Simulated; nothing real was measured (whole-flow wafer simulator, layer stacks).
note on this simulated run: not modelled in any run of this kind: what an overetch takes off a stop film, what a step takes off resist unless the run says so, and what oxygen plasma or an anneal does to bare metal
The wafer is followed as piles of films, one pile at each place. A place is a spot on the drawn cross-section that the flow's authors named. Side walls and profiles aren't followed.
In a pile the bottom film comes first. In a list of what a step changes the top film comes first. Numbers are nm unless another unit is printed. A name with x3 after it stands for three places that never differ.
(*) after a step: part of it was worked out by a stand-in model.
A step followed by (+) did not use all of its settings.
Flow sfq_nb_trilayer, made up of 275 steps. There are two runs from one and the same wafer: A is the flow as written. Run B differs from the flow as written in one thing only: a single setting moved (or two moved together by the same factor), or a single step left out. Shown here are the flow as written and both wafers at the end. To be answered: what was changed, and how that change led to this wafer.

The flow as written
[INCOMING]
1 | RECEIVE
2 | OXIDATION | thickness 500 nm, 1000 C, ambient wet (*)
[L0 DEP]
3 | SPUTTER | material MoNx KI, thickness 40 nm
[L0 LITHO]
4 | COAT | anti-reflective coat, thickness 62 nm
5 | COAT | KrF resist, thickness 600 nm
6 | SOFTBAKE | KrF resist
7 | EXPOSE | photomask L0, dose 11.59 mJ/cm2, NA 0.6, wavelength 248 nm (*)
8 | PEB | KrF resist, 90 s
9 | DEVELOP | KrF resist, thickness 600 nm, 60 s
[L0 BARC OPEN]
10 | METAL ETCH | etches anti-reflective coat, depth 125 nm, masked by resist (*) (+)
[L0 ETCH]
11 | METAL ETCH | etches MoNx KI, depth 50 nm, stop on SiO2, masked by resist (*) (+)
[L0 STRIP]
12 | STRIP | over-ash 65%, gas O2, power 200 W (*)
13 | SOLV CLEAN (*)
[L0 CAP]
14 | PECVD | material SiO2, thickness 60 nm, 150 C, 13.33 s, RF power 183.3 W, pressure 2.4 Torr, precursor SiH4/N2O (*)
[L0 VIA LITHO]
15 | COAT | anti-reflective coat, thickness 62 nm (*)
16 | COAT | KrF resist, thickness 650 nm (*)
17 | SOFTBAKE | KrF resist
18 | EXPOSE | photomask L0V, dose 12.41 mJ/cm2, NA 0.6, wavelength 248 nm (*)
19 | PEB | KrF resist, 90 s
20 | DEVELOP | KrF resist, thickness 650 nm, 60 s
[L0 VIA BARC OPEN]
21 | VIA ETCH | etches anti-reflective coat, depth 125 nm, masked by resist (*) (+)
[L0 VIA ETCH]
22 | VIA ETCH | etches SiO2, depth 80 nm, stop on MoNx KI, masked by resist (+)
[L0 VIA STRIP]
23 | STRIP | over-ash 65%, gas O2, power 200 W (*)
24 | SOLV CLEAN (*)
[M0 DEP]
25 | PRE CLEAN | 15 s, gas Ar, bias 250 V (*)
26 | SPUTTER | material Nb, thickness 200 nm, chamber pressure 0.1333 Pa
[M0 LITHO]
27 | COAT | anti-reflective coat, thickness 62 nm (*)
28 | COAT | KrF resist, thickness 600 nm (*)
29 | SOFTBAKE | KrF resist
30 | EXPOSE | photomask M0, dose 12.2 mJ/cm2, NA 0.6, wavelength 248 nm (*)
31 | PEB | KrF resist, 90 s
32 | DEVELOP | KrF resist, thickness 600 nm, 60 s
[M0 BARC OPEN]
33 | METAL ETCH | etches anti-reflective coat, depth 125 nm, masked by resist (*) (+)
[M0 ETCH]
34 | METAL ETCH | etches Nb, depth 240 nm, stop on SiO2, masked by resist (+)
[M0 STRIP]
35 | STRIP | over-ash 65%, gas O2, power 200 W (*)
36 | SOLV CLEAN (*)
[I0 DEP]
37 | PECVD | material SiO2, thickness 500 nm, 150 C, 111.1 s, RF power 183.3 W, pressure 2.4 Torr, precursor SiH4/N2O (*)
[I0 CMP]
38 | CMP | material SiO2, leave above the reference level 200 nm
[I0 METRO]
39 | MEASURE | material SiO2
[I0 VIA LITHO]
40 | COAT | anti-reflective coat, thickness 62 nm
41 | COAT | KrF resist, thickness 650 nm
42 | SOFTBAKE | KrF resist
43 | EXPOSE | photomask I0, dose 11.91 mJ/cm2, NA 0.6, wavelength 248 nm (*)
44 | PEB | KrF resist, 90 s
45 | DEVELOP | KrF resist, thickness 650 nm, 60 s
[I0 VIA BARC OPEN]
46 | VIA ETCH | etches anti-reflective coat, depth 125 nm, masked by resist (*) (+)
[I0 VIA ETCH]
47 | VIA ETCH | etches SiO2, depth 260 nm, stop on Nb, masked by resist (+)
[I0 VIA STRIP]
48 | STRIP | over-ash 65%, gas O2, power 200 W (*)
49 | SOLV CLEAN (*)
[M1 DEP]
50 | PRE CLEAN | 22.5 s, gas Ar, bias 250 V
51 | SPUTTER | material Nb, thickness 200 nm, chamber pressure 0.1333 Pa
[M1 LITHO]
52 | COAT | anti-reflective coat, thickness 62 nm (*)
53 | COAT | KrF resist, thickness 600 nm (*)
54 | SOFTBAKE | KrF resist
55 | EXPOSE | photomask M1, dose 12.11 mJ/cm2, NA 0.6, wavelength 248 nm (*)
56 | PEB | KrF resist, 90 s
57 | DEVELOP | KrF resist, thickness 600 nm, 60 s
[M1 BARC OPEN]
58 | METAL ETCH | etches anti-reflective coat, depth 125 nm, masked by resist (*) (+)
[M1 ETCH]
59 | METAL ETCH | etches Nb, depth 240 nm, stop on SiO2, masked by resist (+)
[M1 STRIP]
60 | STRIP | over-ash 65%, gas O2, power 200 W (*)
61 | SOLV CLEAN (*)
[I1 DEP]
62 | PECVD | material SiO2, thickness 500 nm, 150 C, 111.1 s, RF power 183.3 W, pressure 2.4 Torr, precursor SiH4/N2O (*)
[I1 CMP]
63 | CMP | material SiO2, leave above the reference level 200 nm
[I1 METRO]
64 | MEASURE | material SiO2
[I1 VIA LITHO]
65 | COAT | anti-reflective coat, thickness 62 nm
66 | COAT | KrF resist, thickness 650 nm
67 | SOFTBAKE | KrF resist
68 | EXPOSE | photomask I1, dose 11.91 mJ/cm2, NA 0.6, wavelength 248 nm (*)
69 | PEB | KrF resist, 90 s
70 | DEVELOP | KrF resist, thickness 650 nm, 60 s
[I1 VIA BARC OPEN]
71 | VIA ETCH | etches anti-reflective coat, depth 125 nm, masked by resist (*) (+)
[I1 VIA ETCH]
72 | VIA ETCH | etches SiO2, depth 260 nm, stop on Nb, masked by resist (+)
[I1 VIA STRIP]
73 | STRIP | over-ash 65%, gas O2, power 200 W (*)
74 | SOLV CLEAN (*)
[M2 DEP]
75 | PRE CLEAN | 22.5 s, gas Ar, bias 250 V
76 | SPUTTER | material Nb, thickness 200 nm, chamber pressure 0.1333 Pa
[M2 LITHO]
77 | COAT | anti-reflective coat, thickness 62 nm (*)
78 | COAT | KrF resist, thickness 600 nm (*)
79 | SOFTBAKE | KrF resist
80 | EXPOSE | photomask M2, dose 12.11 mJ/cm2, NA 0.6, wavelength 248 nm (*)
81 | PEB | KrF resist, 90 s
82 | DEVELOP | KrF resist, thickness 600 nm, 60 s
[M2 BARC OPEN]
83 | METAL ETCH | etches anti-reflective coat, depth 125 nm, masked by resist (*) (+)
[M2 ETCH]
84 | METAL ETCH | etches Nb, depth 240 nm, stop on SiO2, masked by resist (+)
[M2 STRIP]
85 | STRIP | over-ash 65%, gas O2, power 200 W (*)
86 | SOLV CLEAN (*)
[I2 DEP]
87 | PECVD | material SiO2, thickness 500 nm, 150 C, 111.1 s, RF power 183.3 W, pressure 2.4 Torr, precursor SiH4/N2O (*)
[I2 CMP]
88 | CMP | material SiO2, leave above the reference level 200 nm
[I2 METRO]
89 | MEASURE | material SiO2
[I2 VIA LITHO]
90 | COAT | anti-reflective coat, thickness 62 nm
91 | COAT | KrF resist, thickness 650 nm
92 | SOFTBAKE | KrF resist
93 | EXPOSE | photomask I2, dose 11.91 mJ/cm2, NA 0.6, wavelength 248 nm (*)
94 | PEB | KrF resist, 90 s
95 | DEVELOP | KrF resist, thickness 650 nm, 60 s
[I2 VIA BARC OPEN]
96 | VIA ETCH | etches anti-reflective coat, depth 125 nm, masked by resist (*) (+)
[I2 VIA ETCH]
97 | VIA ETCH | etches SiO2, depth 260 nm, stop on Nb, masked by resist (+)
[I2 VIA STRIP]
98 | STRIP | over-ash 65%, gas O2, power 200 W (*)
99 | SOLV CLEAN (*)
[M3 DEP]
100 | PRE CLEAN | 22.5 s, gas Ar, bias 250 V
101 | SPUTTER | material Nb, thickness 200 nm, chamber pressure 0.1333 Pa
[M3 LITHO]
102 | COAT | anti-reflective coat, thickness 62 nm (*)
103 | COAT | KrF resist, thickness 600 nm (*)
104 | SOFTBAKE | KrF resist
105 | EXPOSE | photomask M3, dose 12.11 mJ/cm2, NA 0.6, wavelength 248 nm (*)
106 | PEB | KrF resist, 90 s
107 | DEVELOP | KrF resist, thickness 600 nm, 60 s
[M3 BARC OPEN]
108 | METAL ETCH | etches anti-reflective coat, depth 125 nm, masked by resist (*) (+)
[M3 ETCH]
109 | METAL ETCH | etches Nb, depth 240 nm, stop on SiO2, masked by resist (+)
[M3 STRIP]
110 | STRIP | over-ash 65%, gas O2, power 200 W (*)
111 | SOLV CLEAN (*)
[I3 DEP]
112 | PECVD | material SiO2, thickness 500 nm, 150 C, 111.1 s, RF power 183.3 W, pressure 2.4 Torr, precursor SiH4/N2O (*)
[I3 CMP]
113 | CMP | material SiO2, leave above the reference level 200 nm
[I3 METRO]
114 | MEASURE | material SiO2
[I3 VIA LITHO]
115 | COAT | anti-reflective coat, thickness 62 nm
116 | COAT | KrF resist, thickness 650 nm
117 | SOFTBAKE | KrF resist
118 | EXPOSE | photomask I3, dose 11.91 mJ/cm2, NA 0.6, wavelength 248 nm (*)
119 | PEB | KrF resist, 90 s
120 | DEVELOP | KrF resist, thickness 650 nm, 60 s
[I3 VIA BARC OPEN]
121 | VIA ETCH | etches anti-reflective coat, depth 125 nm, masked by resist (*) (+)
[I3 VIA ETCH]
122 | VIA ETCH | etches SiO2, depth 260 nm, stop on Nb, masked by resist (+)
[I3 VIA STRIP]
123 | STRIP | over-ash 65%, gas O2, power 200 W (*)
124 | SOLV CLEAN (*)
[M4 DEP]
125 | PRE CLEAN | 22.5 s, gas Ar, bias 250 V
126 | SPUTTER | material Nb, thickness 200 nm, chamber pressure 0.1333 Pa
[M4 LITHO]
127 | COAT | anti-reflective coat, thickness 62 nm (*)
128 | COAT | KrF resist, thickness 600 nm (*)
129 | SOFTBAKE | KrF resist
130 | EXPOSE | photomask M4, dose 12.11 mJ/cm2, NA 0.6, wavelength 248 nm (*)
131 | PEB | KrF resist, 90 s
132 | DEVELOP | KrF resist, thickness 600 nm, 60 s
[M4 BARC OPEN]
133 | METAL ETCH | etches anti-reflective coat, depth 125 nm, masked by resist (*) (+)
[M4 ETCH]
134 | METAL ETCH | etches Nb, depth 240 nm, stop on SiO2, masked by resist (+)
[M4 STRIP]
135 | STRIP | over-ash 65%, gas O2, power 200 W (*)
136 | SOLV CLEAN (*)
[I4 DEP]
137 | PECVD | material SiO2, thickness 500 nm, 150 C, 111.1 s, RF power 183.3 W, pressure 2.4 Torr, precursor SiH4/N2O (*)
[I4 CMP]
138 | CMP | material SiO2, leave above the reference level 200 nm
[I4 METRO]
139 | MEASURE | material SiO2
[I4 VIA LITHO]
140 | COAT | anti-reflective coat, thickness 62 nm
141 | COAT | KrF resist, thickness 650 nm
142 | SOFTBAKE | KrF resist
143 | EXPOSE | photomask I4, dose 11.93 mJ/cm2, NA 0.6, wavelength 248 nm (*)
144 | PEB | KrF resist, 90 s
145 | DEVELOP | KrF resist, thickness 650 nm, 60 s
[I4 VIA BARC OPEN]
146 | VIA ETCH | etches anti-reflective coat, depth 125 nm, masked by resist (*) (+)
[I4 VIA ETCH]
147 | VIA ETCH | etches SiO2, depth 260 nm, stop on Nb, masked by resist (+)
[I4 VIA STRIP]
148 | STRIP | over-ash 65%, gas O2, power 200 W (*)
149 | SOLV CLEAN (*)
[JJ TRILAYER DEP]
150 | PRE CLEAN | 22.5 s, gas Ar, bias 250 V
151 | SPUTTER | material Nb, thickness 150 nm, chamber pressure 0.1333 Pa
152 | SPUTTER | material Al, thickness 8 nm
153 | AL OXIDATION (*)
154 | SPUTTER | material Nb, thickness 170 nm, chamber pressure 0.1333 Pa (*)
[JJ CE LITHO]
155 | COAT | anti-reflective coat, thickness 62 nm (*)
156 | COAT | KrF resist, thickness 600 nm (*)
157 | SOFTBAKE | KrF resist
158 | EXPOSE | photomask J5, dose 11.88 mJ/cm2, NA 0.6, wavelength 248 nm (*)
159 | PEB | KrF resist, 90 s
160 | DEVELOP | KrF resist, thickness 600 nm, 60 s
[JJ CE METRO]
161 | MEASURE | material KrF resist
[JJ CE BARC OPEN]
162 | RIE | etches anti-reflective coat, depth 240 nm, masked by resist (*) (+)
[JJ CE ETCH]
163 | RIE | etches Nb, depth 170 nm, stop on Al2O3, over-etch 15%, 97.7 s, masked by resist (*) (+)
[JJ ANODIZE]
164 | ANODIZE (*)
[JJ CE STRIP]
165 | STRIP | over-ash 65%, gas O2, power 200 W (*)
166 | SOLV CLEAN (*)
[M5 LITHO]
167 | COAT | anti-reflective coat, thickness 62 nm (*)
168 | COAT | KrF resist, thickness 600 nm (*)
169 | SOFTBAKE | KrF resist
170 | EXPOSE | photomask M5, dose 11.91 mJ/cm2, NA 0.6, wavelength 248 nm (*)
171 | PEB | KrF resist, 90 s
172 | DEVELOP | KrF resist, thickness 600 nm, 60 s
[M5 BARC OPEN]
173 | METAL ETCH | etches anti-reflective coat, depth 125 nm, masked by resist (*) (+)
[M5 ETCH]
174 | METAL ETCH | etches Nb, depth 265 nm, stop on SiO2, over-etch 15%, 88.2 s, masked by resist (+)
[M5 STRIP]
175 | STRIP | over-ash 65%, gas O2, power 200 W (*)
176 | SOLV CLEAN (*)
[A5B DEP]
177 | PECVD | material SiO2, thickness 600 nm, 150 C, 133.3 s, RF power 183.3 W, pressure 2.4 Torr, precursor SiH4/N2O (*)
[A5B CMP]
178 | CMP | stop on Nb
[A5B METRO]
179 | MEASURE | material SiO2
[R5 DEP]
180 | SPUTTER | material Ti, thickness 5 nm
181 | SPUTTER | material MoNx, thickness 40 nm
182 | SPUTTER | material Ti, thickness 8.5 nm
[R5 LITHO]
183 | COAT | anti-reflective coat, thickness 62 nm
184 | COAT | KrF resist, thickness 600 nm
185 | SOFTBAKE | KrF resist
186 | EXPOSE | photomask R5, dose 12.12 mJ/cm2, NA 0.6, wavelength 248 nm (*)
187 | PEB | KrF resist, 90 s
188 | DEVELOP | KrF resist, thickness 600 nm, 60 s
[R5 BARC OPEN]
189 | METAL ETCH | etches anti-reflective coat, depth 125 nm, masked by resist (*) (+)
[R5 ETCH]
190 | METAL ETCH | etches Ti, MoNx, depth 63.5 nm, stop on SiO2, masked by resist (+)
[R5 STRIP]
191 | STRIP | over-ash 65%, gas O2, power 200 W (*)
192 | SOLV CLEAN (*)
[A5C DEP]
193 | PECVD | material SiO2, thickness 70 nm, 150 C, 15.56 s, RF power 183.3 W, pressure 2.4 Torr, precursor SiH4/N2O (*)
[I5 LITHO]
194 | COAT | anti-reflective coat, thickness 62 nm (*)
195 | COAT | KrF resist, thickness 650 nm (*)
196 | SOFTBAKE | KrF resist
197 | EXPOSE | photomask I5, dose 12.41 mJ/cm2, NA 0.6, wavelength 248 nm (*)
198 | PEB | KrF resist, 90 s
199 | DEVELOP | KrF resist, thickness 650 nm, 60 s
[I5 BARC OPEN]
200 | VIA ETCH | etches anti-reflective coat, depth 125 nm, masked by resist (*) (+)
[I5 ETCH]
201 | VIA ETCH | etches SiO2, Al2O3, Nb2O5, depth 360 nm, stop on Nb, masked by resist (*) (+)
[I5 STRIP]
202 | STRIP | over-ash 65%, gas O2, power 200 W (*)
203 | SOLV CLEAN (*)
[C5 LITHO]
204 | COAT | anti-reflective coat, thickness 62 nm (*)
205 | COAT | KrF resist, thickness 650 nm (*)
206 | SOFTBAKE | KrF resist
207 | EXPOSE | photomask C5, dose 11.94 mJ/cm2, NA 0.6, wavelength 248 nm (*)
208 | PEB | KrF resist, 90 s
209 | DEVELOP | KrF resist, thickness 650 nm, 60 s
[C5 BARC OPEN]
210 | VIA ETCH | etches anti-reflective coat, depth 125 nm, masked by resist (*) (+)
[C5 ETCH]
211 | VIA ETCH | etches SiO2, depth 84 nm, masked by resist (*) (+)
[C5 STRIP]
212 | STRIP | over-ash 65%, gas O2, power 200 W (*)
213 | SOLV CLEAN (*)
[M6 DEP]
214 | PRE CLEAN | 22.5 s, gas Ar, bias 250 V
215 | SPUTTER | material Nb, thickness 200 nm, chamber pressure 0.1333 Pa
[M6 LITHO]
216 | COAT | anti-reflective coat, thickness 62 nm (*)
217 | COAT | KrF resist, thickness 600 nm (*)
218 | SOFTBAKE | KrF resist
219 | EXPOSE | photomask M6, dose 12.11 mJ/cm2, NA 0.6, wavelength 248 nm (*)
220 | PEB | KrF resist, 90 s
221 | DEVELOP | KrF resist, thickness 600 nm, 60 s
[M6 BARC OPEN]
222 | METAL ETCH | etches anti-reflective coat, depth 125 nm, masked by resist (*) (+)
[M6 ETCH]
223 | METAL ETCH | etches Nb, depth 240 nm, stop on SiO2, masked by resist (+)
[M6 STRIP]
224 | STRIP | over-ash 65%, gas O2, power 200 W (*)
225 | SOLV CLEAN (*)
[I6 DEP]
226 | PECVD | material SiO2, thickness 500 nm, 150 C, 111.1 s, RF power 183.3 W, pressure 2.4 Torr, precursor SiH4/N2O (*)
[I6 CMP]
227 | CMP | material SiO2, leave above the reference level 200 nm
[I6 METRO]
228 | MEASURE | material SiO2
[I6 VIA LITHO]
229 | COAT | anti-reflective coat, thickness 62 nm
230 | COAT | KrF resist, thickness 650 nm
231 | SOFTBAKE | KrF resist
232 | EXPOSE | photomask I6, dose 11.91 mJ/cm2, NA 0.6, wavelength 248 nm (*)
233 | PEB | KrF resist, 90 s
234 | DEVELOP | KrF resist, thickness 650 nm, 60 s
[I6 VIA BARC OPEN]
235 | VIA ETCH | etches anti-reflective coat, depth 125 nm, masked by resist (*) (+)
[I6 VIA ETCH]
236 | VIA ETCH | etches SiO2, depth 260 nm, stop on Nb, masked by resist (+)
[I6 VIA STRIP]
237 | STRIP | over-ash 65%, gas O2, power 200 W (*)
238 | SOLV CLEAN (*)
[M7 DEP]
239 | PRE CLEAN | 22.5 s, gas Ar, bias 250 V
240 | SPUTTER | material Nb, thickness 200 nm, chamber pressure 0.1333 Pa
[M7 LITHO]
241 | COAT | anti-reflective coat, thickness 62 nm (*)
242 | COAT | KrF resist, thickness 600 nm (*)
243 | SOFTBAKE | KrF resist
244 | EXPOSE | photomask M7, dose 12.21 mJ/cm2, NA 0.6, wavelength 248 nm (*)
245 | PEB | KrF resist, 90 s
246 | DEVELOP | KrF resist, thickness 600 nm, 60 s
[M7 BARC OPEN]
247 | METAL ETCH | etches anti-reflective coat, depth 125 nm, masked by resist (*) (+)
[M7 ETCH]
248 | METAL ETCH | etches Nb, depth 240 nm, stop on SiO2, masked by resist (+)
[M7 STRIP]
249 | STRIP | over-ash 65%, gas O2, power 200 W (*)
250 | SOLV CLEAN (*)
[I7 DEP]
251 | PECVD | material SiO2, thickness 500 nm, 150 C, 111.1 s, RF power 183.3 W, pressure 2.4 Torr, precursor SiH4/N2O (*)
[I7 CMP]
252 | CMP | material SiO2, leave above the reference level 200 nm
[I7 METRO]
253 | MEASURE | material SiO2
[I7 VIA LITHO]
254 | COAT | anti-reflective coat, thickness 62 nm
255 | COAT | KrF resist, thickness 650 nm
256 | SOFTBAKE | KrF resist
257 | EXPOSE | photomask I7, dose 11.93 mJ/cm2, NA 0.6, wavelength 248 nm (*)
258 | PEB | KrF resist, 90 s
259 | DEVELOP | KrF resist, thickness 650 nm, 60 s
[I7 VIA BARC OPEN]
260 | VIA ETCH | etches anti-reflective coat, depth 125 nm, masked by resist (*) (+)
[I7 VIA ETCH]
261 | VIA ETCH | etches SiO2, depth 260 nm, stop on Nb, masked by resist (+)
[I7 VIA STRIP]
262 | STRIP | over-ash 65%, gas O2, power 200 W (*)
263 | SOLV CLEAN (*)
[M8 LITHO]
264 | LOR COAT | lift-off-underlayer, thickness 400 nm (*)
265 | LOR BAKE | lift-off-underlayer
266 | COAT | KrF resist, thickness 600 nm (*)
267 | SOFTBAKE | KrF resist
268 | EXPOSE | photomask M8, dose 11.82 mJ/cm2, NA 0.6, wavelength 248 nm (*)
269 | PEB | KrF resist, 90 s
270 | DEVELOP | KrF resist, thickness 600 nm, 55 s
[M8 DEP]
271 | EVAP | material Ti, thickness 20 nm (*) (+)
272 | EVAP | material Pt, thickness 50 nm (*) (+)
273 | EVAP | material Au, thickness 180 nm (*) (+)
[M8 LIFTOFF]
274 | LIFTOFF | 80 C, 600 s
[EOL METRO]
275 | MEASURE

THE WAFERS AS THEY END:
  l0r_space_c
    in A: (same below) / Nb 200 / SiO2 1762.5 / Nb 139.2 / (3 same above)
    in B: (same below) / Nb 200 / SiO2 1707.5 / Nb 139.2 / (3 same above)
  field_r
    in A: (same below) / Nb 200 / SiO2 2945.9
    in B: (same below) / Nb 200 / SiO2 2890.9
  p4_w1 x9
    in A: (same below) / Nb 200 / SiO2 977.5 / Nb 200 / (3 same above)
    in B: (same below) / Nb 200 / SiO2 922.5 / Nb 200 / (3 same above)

The reason: step 51, SPUTTER: thickness 145 nm was run, while the flow as written has thickness 200 nm.

Step by step, how the change led to this:
  51 | SPUTTER | material Nb, thickness 200 nm, chamber pressure 0.1333 Pa
      field_l, v_sur, via_wl and 102 more: A Nb gains 200 (new film) | B Nb gains 145 (new film)
      via_w: A Nb gains 174.5 | B Nb gains 127.2
  52 | COAT | anti-reflective coat, thickness 62 nm (*)
      via_wl: A anti-reflective coat gains 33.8 (new film) | B anti-reflective coat gains 32.9 (new film)
      via_w: A anti-reflective coat gains 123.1 (new film) | B anti-reflective coat gains 120.6 (new film)
      (also at 1 further place)
  59 | METAL ETCH | etches Nb, depth 240 nm, stop on SiO2, masked by resist (+)
      field_l, be, be_sur and 79 more: A Nb loses 200 (all of it) | B Nb loses 145 (all of it)
      v_sur, via_wl, via_w and 21 more: A KrF resist loses 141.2 | B KrF resist loses 127.9
  60 | STRIP | over-ash 65%, gas O2, power 200 W (*)
      wl_j_sl, wl_jj, wl_j_sr and 13 more: A KrF resist loses 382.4 (all of it), anti-reflective coat loses 62 (all of it) | B KrF resist loses 395.6 (all of it), anti-reflective coat loses 62 (all of it)
      v_sur: A KrF resist loses 365.9 (all of it), anti-reflective coat loses 61.1 (all of it) | B KrF resist loses 379.6 (all of it), anti-reflective coat loses 60.9 (all of it)
      (also at 7 further places)
  62 | PECVD | material SiO2, thickness 500 nm, 150 C, 111.1 s, RF power 183.3 W, pressure 2.4 Torr, precursor SiH4/N2O (*)
      wl_d_sl, wl_d_sr: A SiO2 gains 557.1 | B SiO2 gains 502.1
      via_w: A SiO2 gains 606 (new film) | B SiO2 gains 592.4 (new film)
  63 | CMP | material SiO2, leave above the reference level 200 nm
      field_l, be, be_sur and 72 more: A SiO2 loses 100 | B SiO2 loses 155
      lsp_m, ln_m6, lsp_r, l0_sur, l0v: A SiO2 loses 94.9 | B SiO2 loses 155
      (also at 1 further place)
